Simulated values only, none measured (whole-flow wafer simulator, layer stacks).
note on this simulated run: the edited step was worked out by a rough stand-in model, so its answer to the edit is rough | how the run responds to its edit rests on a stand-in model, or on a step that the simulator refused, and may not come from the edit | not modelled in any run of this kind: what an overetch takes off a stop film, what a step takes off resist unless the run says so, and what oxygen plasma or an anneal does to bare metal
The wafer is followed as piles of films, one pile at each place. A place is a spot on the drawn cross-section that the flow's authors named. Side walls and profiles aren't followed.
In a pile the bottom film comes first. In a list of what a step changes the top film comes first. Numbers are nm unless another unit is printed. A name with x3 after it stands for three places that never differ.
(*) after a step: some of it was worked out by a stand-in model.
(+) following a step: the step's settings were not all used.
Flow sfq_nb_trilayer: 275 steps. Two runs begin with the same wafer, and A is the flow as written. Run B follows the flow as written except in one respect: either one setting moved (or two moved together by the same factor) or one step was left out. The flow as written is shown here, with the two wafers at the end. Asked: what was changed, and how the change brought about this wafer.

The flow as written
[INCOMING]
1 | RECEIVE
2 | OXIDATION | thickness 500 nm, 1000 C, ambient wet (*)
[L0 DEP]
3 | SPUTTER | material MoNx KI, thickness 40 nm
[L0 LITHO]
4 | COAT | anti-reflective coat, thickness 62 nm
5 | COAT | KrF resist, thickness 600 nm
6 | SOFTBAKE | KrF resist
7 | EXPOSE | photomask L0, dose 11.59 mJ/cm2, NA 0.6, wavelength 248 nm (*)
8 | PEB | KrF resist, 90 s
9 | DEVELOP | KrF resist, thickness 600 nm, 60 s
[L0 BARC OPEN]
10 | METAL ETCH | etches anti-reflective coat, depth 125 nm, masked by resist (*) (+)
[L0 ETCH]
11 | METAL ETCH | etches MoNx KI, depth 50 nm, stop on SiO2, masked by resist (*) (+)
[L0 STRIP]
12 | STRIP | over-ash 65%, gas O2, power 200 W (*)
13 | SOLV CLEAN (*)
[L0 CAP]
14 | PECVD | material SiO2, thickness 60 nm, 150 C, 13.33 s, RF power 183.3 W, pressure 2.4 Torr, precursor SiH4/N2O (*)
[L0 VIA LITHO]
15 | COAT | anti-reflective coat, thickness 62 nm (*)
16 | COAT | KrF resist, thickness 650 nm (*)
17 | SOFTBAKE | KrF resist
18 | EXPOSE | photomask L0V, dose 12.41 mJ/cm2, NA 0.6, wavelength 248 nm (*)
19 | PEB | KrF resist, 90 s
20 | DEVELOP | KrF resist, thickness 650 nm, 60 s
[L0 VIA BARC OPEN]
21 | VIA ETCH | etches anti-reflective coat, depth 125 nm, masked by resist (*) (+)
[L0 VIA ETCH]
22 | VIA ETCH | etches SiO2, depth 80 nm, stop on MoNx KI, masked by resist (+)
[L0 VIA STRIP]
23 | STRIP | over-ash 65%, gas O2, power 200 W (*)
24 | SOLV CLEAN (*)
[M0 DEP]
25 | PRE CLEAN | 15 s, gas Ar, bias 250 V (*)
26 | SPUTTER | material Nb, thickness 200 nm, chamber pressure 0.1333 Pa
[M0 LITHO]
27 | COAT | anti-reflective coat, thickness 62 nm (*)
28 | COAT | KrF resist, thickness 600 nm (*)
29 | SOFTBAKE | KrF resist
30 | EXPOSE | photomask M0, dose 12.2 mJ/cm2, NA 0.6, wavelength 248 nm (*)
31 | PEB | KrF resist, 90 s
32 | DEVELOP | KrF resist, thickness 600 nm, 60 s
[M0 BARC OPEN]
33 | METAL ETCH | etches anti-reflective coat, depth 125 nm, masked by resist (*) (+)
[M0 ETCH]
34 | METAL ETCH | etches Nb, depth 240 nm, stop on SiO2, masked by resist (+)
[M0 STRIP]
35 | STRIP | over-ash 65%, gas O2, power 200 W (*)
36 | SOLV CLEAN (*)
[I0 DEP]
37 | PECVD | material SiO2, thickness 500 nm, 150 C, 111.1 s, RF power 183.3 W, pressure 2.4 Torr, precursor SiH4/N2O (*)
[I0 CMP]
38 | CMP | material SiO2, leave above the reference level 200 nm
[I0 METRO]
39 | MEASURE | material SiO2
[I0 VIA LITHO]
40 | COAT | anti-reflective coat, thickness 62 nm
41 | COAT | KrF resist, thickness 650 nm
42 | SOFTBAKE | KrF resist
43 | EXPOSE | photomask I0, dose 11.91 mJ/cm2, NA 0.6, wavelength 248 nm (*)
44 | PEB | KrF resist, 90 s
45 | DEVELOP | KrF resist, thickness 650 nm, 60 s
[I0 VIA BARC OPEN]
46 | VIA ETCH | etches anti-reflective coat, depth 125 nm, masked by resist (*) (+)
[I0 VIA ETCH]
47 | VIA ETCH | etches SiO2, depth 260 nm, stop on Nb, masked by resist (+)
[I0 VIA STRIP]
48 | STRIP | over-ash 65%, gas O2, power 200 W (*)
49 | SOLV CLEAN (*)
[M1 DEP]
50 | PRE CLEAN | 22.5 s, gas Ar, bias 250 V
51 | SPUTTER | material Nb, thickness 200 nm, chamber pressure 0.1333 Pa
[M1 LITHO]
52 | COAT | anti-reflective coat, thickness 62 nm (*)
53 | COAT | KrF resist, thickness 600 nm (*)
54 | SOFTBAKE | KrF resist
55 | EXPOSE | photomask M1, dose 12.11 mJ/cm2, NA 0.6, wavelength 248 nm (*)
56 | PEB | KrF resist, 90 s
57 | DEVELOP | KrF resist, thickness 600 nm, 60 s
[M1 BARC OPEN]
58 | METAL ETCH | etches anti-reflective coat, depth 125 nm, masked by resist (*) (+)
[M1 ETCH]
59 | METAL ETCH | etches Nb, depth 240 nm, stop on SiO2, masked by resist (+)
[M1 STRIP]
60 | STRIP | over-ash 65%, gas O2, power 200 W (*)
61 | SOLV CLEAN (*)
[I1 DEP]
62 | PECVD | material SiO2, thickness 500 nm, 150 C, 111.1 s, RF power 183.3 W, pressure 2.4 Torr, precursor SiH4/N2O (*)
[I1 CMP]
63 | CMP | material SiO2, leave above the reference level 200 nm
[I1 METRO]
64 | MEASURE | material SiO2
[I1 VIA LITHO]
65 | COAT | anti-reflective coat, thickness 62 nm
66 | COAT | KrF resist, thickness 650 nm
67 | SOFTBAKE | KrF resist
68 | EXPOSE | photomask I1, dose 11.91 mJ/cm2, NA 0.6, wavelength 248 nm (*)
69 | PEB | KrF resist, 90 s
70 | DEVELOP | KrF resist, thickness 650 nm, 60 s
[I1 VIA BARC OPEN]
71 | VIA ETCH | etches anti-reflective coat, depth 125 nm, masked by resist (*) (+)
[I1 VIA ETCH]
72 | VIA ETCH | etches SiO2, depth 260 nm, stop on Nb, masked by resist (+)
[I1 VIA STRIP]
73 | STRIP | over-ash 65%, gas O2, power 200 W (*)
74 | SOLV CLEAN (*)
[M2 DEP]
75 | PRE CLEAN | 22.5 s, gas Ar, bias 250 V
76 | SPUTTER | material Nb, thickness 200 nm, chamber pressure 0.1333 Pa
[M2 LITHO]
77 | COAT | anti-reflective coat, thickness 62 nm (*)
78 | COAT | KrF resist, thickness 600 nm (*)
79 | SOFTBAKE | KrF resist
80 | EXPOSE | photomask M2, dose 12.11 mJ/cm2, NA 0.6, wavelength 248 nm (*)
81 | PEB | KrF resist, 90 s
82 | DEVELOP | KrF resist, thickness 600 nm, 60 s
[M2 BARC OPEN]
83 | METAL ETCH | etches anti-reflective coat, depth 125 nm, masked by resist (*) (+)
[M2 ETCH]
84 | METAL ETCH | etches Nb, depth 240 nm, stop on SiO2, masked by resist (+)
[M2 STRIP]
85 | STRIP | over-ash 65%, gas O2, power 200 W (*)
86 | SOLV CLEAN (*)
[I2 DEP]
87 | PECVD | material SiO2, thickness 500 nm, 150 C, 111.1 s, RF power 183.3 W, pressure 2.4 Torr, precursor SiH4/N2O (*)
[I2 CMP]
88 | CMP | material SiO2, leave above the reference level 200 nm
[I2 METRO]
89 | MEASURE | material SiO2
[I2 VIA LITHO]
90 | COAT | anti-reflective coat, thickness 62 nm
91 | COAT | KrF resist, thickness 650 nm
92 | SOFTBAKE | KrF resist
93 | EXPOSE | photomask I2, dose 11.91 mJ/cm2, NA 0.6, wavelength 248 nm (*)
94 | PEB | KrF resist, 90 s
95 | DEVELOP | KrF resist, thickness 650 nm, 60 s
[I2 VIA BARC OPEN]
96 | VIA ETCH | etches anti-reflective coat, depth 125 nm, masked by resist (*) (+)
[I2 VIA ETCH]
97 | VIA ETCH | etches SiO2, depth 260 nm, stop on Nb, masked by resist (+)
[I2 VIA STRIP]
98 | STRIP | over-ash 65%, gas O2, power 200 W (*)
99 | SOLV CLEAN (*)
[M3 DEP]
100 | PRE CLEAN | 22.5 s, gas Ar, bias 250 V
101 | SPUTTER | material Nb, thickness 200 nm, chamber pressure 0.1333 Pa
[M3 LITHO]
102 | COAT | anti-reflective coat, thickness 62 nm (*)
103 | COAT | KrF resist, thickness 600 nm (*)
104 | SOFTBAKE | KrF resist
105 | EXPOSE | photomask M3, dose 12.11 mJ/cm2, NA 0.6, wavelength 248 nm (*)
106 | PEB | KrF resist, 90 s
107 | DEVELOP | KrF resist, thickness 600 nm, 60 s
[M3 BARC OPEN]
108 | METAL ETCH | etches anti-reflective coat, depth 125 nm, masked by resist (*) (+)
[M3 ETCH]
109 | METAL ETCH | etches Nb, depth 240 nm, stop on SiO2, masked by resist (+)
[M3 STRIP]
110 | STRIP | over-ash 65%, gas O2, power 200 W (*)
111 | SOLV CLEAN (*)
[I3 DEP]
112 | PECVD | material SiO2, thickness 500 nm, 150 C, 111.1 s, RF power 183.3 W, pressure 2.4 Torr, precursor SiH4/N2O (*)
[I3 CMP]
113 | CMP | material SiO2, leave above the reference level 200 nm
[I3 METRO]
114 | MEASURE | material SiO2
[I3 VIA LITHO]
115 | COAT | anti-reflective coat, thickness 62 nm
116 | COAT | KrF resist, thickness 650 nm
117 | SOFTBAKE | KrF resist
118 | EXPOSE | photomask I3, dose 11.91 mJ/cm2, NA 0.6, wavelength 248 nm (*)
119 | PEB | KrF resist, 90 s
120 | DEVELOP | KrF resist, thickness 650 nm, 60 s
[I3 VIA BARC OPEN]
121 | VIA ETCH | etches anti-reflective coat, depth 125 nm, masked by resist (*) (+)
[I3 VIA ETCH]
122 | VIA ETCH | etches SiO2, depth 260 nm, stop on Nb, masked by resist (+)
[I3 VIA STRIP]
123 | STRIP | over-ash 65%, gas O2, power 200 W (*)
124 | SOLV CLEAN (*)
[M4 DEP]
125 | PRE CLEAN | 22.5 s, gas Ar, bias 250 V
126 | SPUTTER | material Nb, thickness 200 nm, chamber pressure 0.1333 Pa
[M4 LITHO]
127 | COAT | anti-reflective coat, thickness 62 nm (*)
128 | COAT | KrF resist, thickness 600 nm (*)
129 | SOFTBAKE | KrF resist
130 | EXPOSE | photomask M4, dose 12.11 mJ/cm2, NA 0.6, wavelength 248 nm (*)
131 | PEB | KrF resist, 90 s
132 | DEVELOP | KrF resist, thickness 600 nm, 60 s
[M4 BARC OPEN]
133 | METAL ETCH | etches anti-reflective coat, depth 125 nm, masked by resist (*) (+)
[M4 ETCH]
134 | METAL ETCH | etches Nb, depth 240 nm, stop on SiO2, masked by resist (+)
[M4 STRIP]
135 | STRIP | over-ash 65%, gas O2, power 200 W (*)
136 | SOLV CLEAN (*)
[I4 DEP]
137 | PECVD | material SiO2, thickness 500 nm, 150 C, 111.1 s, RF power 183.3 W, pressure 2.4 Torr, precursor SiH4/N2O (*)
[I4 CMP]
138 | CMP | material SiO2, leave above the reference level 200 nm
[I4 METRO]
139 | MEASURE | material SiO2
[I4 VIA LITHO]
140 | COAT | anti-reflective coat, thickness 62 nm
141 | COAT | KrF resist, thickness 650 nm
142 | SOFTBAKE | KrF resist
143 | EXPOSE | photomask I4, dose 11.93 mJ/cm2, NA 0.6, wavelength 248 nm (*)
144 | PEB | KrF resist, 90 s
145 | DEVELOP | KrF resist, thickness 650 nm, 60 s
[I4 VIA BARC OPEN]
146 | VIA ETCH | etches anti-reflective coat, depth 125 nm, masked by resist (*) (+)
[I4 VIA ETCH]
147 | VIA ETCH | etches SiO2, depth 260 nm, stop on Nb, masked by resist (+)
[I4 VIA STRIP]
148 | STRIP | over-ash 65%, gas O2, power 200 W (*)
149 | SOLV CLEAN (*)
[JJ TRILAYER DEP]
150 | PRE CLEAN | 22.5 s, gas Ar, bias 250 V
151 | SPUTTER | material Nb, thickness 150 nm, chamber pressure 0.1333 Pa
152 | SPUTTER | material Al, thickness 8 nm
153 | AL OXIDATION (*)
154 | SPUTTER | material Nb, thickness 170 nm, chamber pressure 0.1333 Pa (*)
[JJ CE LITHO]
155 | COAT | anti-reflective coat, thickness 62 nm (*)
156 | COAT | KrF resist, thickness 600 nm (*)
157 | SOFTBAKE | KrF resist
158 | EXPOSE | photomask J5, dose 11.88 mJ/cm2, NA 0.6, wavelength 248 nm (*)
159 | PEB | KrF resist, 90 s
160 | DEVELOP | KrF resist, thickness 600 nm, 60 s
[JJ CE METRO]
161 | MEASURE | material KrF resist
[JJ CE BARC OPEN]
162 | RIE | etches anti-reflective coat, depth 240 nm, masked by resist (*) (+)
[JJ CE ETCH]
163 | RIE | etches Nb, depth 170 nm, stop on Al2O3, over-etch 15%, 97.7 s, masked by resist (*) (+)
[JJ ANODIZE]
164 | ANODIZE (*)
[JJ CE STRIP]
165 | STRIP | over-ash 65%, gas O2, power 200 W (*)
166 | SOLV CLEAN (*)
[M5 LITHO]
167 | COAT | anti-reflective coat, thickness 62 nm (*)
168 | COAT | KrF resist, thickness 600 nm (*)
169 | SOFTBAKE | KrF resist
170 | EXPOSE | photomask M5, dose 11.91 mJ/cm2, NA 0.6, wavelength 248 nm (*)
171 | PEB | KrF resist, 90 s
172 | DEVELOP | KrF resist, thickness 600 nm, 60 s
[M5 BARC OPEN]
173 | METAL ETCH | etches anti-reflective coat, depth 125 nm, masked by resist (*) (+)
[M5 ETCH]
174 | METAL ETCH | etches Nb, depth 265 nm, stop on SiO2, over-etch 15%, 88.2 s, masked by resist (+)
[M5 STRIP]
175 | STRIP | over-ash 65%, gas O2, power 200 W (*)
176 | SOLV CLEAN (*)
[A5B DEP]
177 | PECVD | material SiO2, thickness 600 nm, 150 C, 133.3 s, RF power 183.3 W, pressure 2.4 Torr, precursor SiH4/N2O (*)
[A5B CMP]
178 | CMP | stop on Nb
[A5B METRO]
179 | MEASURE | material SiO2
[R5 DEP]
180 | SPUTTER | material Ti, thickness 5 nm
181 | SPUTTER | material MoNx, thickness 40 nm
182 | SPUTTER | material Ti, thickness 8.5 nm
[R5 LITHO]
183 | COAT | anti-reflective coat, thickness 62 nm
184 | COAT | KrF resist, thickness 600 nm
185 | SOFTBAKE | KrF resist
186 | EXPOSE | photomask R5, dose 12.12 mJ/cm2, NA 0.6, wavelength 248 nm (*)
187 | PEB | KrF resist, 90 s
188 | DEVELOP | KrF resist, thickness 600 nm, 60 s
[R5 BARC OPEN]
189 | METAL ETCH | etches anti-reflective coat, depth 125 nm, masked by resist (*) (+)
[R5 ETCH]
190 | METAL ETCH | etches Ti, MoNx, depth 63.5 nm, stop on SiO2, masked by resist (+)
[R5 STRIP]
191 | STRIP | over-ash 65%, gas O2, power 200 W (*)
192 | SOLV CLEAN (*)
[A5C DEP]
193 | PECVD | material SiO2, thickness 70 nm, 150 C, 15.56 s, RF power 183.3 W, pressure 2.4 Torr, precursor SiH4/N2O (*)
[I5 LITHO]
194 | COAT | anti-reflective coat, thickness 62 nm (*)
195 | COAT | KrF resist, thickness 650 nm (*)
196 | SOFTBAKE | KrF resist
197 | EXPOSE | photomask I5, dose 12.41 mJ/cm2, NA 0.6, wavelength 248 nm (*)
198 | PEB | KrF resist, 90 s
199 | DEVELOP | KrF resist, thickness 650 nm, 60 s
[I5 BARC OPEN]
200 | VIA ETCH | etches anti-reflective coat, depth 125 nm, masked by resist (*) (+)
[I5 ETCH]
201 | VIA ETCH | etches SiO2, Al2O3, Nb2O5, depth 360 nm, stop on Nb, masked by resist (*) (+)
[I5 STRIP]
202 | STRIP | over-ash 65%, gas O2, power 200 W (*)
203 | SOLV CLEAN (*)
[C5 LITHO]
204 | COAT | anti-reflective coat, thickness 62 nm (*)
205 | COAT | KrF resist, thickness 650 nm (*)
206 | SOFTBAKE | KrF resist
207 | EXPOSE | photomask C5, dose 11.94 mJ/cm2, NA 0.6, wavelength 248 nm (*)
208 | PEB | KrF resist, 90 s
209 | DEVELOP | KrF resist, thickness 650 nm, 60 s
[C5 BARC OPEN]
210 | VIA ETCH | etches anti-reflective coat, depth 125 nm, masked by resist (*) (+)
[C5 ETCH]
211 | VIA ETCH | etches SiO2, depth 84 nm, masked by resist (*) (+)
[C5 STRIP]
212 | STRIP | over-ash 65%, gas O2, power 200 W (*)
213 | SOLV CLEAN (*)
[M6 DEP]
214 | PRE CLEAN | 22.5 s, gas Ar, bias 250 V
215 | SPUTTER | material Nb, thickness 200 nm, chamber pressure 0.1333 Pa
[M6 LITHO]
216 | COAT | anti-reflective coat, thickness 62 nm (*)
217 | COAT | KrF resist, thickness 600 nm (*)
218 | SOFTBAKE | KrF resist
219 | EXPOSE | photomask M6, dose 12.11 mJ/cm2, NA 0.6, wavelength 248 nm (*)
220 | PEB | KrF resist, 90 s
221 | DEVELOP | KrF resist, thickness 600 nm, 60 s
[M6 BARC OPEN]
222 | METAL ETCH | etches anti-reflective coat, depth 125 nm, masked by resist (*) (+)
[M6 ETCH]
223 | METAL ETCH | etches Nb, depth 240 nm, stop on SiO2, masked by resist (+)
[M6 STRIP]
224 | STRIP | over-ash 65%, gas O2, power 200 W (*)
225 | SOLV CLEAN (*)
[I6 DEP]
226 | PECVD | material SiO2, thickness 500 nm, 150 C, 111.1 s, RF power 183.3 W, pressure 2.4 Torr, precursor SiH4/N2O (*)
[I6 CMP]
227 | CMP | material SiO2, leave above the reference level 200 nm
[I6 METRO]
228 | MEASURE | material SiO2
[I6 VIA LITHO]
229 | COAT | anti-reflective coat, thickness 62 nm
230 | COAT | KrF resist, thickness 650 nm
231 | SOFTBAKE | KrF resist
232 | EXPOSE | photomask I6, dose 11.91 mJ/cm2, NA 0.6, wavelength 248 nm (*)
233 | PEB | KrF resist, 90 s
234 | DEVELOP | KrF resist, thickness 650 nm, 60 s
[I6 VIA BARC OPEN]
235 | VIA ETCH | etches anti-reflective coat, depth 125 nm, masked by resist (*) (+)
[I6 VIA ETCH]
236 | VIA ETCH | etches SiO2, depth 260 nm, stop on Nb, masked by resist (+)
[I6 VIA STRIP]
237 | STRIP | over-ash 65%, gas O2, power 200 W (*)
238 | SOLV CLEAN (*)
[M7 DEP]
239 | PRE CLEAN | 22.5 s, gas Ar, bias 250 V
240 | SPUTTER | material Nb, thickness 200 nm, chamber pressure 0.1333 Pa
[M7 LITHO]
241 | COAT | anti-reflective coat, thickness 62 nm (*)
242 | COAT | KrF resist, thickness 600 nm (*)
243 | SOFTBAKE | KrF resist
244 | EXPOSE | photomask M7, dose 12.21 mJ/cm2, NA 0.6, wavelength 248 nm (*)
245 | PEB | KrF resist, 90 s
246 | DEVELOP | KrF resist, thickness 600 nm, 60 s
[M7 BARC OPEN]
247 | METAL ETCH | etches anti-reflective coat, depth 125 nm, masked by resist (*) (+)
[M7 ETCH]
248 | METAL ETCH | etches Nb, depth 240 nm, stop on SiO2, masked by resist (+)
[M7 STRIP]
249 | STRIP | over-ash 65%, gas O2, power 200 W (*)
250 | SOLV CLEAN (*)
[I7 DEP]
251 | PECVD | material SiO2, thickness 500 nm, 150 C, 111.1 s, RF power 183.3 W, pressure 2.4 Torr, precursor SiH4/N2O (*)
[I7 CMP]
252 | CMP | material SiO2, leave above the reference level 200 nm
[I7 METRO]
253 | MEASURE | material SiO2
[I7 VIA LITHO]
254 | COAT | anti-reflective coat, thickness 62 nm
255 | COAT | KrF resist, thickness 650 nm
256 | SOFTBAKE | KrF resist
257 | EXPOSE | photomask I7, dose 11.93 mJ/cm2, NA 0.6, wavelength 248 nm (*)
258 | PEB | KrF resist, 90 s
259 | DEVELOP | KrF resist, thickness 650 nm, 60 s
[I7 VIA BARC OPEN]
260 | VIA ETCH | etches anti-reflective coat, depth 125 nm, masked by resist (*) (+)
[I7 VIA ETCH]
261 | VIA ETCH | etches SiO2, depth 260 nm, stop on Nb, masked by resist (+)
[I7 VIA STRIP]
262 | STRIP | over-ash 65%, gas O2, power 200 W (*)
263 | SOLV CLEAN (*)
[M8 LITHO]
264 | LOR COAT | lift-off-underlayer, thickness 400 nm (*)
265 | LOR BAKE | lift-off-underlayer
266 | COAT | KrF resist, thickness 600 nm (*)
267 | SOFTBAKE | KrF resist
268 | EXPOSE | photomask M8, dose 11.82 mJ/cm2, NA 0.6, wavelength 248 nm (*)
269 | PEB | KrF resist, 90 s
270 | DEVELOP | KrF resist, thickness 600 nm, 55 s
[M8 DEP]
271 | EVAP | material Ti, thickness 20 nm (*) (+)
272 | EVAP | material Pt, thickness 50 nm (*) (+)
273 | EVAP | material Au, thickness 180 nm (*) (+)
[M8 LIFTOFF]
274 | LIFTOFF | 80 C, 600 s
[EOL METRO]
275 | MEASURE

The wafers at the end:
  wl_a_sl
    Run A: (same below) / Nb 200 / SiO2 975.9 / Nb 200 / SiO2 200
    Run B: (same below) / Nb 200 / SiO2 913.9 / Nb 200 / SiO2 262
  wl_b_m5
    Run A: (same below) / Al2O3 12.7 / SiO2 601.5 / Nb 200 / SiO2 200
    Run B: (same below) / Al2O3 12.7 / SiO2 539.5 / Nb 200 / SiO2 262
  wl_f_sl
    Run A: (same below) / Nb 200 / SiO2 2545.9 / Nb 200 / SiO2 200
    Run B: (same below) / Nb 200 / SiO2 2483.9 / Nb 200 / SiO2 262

The reason: step 226, PECVD: thickness 338 nm was run, whereas the flow has thickness 500 nm; step 226, PECVD: 75 s was run, where the flow has 111.1 s.

How this came from the change, step by step:
  226 | PECVD | material SiO2, thickness 500 nm, 150 C, 111.1 s, RF power 183.3 W, pressure 2.4 Torr, precursor SiH4/N2O (*)
      field_l, p4_fl, p4_fm and 62 more: A +500 SiO2 | B +338 SiO2
      v_sur, via_wl, via_w and 21 more: A +500 SiO2 (new film) | B +338 SiO2 (new film)
      (also at 17 further places)
  227 | CMP | material SiO2, leave above the reference level 200 nm
      field_l, p4_fl, p4_fm and 59 more: A -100 SiO2 | B nothing
      moat, field_r, lsp_l, ln_m5, lsp_m: A -93.6 SiO2 | B nothing
      (also at 39 further places)
  229 | COAT | anti-reflective coat, thickness 62 nm
      field_r, ln_m5, wl_d_m1 and 6 more: A +62 anti-reflective coat (new film) | B +63.6 anti-reflective coat (new film)
      wl_a_sr, m0r_space_l, m0r_space_r, m7r_space_l, m7r_space_r: A +62 anti-reflective coat (new film) | B +70.8 anti-reflective coat (new film)
      (also at 71 further places)
  230 | COAT | KrF resist, thickness 650 nm
      via_wl, ce_l: A +650 KrF resist (new film) | B +626.7 KrF resist (new film)
      gap, field_r: A +650 KrF resist (new film) | B +664.4 KrF resist (new film)
      (also at 26 further places)
  234 | DEVELOP | KrF resist, thickness 650 nm, 60 s
      via_v: A -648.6 KrF resist (all of it) | B -627.2 KrF resist (all of it)
  235 | VIA ETCH | etches anti-reflective coat, depth 125 nm, masked by resist (*) (+)
      field_l, v_sur, via_wl and 102 more: A -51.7 KrF resist | B -48.2 KrF resist
      via_v: A -62 anti-reflective coat (all of it), -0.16 SiO2 | B -57.8 anti-reflective coat (all of it), -0.14 SiO2
  237 | STRIP | over-ash 65%, gas O2, power 200 W (*)
      m0r_line_l, m0r_line_r, m7r_line_l, m7r_line_r: A -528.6 KrF resist (all of it), -62 anti-reflective coat (all of it) | B -543.9 KrF resist (all of it), -63.6 anti-reflective coat (all of it)
      m0r_space_l, m0r_space_r, m7r_space_l, m7r_space_r: A -528.6 KrF resist (all of it), -62 anti-reflective coat (all of it) | B -539.1 KrF resist (all of it), -70.8 anti-reflective coat (all of it)
      (also at 77 further places)
  240 | SPUTTER | material Nb, thickness 200 nm, chamber pressure 0.1333 Pa
      moat, lsp_m: A +200 Nb (new film) | B +193.4 Nb (new film)
      be: A +200 Nb (new film) | B +146.8 Nb (new film)
      (also at 1 further place)
  241 | COAT | anti-reflective coat, thickness 62 nm (*)
      wl_d_m1, wl_e_m5, wl_e_sr, m0r_line_l, m0r_line_r, m7r_line_l, m7r_line_r, m8r_gap_c: A +62 anti-reflective coat (new film) | B +63.4 anti-reflective coat (new film)
      p4_fl, r5r_spacepad_l, r5r_spacepad_r: A +62 anti-reflective coat (new film) | B +64.2 anti-reflective coat (new film)
      (also at 73 further places)
  242 | COAT | KrF resist, thickness 600 nm (*)
      wl_j_sr, m6r_line_l, m6r_line_r: A +600 KrF resist (new film) | B +581.5 KrF resist (new film)
      m5r_linepad_l, m5r_linepad_r: A +600 KrF resist (new film) | B +587 KrF resist (new film)
      (also at 30 further places)
  246 | DEVELOP | KrF resist, thickness 600 nm, 60 s
      m5r_linepad_l, m5r_linepad_r: A -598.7 KrF resist (all of it) | B -585.8 KrF resist (all of it)
      m6r_line_l, m6r_line_r: A -598.7 KrF resist (all of it) | B -580.3 KrF resist (all of it)
      (also at 5 further places)
  247 | METAL ETCH | etches anti-reflective coat, depth 125 nm, masked by resist (*) (+)
      v_sur, via_wl, via_w and 38 more: A -51.7 KrF resist | B -52.8 KrF resist
      wl_d_m1, wl_e_m5, wl_e_sr, m0r_line_l, m0r_line_r, m8r_gap_c: A -62 anti-reflective coat (all of it) | B -63.4 anti-reflective coat (all of it)
      (also at 38 further places)
  249 | STRIP | over-ash 65%, gas O2, power 200 W (*)
      v_sur: A -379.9 KrF resist (all of it), -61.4 anti-reflective coat (all of it) | B -358 KrF resist (all of it), -49.7 anti-reflective coat (all of it)
      via_wl: A -379.3 KrF resist (all of it), -61.3 anti-reflective coat (all of it) | B -354.2 KrF resist (all of it), -57.1 anti-reflective coat (all of it)
      (also at 39 further places)
  251 | PECVD | material SiO2, thickness 500 nm, 150 C, 111.1 s, RF power 183.3 W, pressure 2.4 Torr, precursor SiH4/N2O (*)
      be: A +500 SiO2 (new film) | B +671.1 SiO2 (new film)
  252 | CMP | material SiO2, leave above the reference level 200 nm
      field_l, p4_fl, p4_fm and 48 more: A -100 SiO2 | B -38 SiO2
      wl_a_sl, wl_a_sr, wl_b_sl and 9 more: A -300 SiO2 | B -238 SiO2
      (also at 17 further places)
